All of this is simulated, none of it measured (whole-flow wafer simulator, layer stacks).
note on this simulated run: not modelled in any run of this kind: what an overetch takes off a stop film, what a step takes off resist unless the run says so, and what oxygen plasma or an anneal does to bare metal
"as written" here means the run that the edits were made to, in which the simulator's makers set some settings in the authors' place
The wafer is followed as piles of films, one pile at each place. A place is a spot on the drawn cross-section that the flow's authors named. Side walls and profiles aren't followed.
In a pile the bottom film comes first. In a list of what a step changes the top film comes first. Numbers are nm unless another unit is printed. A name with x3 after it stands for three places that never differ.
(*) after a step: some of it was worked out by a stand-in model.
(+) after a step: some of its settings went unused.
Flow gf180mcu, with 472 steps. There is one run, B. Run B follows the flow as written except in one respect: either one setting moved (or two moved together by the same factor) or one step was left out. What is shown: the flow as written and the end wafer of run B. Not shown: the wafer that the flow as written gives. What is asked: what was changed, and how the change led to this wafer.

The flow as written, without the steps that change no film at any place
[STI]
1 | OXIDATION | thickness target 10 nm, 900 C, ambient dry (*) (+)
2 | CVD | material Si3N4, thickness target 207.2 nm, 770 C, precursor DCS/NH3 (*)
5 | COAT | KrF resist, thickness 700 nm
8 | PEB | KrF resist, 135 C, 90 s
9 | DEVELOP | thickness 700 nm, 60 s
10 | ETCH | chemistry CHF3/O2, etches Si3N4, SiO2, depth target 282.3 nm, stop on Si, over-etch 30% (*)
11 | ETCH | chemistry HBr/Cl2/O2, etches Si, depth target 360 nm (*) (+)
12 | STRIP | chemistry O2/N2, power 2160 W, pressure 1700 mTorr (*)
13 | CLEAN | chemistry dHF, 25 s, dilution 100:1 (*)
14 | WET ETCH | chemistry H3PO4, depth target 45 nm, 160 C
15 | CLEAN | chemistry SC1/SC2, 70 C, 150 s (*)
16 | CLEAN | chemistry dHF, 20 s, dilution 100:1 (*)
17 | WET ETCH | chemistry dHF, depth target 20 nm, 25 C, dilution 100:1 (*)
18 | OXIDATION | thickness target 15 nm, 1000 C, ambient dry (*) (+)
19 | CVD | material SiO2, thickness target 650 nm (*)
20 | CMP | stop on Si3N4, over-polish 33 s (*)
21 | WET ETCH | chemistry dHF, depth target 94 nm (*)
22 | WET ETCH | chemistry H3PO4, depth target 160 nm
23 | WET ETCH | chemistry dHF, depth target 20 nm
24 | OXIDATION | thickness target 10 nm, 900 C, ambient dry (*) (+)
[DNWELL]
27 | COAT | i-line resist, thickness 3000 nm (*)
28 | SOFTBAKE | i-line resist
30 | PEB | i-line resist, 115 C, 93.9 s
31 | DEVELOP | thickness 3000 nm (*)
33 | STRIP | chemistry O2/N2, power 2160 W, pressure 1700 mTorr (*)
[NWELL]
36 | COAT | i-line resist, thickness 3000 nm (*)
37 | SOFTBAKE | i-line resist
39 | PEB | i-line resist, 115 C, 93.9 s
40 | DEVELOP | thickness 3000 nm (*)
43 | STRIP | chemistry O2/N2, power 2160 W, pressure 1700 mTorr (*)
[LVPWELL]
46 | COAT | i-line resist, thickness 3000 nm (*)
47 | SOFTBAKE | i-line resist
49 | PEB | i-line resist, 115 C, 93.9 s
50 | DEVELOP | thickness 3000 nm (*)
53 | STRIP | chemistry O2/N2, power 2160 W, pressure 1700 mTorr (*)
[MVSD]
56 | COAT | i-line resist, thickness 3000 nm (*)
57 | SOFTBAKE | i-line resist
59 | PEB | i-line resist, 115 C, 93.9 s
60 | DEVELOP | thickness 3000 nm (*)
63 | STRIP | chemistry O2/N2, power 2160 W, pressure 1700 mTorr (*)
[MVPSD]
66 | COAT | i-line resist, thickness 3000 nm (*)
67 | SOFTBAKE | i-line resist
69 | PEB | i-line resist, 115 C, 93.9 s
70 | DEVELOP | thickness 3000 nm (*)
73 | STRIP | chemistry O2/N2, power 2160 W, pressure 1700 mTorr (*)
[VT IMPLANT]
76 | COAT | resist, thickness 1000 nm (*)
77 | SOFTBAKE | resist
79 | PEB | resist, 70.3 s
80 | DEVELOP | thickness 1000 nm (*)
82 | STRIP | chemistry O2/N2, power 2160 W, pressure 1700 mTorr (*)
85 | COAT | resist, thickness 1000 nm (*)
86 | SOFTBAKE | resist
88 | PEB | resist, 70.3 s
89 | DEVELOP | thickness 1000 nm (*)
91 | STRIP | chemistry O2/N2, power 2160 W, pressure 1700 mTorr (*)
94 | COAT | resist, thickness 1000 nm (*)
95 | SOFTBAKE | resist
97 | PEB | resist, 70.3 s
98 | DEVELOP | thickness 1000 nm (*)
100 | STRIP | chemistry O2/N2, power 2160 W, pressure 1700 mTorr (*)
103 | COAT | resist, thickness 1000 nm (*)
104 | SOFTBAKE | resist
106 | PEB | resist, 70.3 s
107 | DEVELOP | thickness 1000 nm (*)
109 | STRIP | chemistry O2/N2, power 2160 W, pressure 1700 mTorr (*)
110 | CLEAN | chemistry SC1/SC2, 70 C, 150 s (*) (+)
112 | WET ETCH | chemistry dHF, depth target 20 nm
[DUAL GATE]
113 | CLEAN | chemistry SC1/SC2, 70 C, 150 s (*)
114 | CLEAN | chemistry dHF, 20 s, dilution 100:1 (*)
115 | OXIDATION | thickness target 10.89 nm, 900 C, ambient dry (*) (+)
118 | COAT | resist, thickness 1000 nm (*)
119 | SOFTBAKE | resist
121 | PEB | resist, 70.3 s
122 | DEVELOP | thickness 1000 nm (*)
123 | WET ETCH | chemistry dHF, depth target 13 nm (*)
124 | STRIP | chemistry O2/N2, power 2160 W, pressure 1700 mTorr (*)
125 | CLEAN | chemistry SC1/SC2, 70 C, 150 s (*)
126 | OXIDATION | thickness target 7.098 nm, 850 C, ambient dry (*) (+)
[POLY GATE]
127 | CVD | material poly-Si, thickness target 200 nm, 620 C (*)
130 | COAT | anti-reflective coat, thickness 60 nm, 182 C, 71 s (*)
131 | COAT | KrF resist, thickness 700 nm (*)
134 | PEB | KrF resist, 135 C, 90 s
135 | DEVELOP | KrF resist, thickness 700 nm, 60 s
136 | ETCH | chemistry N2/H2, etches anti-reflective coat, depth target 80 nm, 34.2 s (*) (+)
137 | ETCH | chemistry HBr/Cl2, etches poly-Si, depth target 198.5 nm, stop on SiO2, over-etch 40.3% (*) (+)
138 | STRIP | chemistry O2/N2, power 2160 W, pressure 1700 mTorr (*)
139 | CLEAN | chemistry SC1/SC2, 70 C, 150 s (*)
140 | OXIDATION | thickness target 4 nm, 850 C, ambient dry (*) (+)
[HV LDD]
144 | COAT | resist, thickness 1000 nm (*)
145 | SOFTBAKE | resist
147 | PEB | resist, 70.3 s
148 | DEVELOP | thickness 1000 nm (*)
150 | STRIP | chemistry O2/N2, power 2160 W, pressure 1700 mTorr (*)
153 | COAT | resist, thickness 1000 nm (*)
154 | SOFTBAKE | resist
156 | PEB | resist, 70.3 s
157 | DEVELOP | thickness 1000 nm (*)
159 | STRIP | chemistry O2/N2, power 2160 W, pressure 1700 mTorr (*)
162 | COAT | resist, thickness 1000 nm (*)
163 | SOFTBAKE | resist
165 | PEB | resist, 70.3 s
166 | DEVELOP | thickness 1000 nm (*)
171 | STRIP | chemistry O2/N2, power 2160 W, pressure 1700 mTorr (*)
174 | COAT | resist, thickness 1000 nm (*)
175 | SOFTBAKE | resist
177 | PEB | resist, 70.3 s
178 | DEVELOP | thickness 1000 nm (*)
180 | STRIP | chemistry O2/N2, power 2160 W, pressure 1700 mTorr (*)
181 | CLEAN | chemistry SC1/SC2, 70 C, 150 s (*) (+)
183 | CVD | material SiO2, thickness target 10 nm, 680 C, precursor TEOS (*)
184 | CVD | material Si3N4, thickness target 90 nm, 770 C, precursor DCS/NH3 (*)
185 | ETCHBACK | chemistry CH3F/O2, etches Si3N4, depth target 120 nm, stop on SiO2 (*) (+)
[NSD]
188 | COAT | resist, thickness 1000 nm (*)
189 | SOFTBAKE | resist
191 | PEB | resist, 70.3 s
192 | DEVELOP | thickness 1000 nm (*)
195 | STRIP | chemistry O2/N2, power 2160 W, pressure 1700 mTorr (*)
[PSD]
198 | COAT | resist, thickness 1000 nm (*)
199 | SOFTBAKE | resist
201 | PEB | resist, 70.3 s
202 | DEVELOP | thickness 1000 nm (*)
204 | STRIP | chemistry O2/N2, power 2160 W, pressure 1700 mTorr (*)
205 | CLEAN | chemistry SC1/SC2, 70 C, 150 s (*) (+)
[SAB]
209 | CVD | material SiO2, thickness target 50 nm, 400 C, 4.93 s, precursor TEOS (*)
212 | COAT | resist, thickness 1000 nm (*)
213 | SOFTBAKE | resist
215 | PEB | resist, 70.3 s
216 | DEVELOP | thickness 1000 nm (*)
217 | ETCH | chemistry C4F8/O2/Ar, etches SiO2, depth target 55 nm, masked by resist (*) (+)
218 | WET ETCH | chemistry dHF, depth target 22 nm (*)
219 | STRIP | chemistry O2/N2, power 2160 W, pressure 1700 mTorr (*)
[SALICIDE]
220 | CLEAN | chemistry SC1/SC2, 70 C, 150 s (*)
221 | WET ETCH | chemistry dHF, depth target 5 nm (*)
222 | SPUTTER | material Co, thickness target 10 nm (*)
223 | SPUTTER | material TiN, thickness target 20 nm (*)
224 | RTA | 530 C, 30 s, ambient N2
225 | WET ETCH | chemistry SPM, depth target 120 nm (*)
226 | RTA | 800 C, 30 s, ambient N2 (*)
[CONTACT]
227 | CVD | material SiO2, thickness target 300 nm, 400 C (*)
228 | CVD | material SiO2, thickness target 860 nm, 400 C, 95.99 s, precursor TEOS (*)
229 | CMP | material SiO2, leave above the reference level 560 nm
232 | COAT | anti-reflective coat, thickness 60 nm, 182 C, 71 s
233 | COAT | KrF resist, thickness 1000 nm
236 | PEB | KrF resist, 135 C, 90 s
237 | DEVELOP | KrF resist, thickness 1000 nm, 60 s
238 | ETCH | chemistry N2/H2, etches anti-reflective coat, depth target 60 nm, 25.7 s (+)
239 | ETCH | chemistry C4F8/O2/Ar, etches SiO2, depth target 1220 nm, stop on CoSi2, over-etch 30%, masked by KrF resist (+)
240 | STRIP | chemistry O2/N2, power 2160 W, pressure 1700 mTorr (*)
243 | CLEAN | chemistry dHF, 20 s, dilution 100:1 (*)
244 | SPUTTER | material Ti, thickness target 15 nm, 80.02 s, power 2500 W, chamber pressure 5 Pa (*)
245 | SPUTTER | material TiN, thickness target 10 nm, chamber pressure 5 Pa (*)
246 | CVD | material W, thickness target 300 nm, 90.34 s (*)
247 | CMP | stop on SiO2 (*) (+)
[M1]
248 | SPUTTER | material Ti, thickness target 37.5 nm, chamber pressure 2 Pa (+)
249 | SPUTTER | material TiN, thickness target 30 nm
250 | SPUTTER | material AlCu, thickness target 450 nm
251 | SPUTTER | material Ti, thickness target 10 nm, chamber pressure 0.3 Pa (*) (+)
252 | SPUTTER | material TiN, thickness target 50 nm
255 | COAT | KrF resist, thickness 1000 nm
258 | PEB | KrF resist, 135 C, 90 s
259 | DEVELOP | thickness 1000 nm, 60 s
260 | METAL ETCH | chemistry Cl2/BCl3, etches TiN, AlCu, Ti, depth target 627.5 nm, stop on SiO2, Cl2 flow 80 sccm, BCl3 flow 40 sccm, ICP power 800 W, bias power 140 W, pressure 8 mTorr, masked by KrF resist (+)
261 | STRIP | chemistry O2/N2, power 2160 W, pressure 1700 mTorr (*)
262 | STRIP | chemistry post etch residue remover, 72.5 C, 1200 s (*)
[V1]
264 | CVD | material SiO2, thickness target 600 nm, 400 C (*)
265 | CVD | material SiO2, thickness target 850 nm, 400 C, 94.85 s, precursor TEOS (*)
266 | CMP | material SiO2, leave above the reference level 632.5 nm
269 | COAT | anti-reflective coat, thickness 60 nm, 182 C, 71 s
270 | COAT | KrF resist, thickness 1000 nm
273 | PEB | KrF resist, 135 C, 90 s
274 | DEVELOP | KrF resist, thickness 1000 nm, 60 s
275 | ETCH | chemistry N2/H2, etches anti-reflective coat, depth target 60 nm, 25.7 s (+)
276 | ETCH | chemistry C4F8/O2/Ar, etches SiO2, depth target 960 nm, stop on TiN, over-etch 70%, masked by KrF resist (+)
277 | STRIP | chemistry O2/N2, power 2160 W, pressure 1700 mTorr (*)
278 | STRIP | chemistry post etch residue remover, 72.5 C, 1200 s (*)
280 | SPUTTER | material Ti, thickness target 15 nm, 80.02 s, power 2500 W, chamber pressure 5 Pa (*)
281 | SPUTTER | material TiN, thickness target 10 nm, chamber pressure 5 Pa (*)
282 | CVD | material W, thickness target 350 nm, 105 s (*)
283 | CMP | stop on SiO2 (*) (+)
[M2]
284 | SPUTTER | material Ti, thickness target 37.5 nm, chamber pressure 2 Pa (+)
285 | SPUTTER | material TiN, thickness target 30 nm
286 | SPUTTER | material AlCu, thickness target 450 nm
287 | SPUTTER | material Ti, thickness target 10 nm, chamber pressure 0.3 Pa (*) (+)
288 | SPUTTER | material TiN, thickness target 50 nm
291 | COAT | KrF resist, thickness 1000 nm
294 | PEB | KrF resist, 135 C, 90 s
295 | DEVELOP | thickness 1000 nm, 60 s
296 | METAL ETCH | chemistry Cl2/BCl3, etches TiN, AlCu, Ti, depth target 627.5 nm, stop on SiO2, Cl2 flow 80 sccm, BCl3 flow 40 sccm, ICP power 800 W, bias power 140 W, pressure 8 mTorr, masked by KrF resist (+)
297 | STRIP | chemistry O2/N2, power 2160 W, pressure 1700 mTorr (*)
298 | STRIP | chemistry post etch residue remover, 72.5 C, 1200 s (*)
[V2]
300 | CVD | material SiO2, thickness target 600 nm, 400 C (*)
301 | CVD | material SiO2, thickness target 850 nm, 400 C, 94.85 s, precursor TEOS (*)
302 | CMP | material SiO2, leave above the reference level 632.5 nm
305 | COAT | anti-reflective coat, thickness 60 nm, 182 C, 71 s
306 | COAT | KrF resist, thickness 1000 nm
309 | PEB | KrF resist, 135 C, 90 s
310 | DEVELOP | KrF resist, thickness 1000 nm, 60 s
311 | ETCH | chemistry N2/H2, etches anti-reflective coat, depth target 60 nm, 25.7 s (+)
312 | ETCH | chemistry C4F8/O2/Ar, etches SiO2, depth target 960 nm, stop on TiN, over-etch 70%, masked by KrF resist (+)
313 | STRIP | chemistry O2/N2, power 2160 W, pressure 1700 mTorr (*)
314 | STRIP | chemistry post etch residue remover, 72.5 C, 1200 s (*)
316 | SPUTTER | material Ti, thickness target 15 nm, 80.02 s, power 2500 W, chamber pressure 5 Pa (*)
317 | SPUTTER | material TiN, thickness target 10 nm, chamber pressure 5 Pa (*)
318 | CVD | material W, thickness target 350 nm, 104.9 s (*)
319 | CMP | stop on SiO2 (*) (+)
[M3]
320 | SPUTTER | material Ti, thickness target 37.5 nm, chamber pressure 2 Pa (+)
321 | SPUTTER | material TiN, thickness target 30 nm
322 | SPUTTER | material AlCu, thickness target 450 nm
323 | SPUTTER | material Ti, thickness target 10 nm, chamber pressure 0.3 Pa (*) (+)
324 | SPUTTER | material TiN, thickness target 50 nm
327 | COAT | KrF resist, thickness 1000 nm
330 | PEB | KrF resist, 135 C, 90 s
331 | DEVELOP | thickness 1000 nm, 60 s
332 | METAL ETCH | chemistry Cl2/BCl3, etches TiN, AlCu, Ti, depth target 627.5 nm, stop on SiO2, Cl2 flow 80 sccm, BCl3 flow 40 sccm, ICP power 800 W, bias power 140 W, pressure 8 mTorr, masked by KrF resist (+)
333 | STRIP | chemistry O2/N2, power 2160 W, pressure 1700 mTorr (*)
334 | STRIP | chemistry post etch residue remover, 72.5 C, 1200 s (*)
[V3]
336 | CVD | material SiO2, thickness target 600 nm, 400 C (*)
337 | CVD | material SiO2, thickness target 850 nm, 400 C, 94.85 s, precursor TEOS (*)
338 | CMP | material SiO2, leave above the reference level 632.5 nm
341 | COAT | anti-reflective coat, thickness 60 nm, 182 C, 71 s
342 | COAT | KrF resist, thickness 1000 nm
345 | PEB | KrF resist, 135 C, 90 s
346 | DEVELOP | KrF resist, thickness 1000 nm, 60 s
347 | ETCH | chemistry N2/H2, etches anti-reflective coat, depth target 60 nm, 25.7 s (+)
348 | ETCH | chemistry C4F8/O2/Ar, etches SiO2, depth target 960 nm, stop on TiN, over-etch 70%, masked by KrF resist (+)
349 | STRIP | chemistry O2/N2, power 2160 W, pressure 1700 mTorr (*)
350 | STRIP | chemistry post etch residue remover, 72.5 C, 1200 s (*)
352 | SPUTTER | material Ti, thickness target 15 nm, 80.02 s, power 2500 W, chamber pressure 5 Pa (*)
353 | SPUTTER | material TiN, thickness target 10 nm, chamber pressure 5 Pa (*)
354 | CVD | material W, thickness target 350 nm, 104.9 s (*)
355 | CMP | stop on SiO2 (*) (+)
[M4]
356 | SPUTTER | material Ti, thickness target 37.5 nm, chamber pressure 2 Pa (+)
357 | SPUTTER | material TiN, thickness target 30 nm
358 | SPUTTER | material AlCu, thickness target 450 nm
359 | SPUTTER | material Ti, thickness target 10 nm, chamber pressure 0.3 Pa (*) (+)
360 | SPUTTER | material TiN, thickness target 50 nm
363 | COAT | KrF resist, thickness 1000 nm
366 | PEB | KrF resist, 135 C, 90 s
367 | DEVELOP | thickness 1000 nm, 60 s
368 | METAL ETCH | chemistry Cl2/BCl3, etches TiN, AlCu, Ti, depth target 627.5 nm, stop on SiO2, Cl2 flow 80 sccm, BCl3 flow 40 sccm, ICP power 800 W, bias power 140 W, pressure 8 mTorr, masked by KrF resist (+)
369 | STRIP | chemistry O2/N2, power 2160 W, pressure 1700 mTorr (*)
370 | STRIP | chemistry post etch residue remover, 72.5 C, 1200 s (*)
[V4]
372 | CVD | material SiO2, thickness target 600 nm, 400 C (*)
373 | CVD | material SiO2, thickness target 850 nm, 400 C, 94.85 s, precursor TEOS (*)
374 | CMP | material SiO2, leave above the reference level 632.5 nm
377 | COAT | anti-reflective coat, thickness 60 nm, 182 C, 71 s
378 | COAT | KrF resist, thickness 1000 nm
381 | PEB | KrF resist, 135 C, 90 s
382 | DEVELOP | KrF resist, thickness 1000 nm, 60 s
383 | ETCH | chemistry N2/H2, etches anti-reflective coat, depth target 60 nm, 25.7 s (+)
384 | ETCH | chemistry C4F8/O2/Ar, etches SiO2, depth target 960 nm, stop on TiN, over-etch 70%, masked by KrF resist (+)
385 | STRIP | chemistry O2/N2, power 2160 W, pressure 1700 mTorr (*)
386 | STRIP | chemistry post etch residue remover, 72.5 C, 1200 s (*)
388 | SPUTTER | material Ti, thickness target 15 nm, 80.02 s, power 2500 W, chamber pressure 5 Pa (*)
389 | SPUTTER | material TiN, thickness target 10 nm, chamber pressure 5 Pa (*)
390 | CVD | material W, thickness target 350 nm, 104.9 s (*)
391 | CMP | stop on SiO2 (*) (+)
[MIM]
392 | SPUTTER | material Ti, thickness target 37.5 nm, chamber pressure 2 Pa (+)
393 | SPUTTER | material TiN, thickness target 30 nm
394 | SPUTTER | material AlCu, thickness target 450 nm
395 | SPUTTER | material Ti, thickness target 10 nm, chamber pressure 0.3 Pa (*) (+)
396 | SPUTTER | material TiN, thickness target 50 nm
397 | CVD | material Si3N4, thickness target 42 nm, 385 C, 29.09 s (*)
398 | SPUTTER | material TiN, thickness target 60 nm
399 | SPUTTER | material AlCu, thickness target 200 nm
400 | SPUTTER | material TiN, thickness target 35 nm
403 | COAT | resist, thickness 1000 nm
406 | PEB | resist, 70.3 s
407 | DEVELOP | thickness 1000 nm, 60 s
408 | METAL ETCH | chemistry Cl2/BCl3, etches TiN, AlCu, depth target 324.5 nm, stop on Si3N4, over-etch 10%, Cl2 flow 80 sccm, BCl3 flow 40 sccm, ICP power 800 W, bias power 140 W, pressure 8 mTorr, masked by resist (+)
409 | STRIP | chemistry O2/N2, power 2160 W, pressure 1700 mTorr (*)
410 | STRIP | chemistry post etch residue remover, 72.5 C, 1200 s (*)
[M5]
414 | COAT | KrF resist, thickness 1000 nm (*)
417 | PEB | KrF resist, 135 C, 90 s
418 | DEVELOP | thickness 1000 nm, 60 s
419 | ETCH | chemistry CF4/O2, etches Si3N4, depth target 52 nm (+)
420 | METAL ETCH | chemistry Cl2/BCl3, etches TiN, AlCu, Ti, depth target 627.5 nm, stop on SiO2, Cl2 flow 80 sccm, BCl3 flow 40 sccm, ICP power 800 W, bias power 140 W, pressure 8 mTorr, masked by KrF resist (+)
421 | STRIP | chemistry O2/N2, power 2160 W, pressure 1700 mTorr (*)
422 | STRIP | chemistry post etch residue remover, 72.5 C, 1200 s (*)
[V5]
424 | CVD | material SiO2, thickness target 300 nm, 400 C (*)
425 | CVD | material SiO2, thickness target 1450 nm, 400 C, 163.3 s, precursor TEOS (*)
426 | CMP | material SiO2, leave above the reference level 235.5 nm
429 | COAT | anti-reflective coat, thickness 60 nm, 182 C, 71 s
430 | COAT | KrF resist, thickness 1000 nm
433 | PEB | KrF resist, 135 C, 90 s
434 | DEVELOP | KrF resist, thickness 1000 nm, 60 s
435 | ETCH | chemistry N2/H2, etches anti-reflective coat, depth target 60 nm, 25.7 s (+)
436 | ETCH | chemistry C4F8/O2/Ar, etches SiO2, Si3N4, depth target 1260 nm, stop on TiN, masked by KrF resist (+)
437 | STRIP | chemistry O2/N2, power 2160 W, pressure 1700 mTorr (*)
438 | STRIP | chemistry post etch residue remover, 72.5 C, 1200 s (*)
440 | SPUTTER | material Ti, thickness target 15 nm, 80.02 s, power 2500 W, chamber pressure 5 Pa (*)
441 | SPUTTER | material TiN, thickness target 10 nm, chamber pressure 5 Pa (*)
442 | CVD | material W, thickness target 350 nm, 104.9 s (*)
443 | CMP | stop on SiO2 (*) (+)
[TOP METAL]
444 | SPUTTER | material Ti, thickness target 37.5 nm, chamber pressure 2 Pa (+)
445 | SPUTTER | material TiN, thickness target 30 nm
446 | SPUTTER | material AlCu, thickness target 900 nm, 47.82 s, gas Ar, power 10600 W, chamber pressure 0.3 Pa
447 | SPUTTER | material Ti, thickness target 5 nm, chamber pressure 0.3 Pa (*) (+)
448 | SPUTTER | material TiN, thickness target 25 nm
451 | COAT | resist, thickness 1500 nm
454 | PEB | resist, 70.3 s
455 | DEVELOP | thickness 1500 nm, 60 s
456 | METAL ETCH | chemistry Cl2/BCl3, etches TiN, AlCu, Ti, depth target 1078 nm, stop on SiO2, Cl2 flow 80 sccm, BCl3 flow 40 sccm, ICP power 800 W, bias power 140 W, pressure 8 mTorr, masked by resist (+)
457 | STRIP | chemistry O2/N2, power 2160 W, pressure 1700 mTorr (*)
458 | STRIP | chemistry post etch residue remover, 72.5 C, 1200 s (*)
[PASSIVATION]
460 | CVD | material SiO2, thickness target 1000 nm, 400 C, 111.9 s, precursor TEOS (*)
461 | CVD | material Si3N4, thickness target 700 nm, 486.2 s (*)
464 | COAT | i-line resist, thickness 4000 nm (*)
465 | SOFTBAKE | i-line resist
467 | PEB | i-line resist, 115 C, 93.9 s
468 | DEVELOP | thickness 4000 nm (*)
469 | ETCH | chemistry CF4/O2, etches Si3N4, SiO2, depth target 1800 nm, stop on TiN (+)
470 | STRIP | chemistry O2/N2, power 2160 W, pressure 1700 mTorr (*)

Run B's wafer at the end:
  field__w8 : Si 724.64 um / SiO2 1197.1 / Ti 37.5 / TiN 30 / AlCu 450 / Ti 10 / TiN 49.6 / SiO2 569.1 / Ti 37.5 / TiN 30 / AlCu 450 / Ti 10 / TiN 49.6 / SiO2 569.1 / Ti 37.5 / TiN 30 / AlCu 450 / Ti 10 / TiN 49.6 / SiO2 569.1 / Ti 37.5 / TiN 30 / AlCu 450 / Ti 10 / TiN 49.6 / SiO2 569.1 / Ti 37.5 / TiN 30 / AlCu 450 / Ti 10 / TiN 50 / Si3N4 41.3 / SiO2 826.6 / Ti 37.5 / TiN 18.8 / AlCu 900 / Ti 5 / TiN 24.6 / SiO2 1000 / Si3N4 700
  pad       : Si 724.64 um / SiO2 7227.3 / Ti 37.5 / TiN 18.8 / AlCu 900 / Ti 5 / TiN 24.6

Cause: step 445, SPUTTER: thickness target 18.8 nm was run, while the flow as written has thickness target 30 nm.
The wafer lets one read it off: field__w8 has TiN 18.8, and step 445 as written asks for 30 nm.

How this came from the change, step by step:
  445 | SPUTTER | material TiN, thickness target 30 nm
      field, field__w1, field__w2 and 109 more: TiN gains 18.8 (new film) (it would be, as written: TiN gains 30 (new film))
  456 | METAL ETCH | chemistry Cl2/BCl3, etches TiN, AlCu, Ti, depth target 1078 nm, stop on SiO2, Cl2 flow 80 sccm, BCl3 flow 40 sccm, ICP power 800 W, bias power 140 W, pressure 8 mTorr, masked by resist (+)
      field, field__w1, field__w2 and 103 more: TiN loses 25 (all of it), Ti loses 5 (all of it), AlCu loses 900 (all of it), TiN loses 18.8 (all of it), Ti loses 37.5 (all of it) (it would be, as written: TiN loses 25 (all of it), Ti loses 5 (all of it), AlCu loses 900 (all of it), TiN loses 30 (all of it), Ti loses 37.5 (all of it))
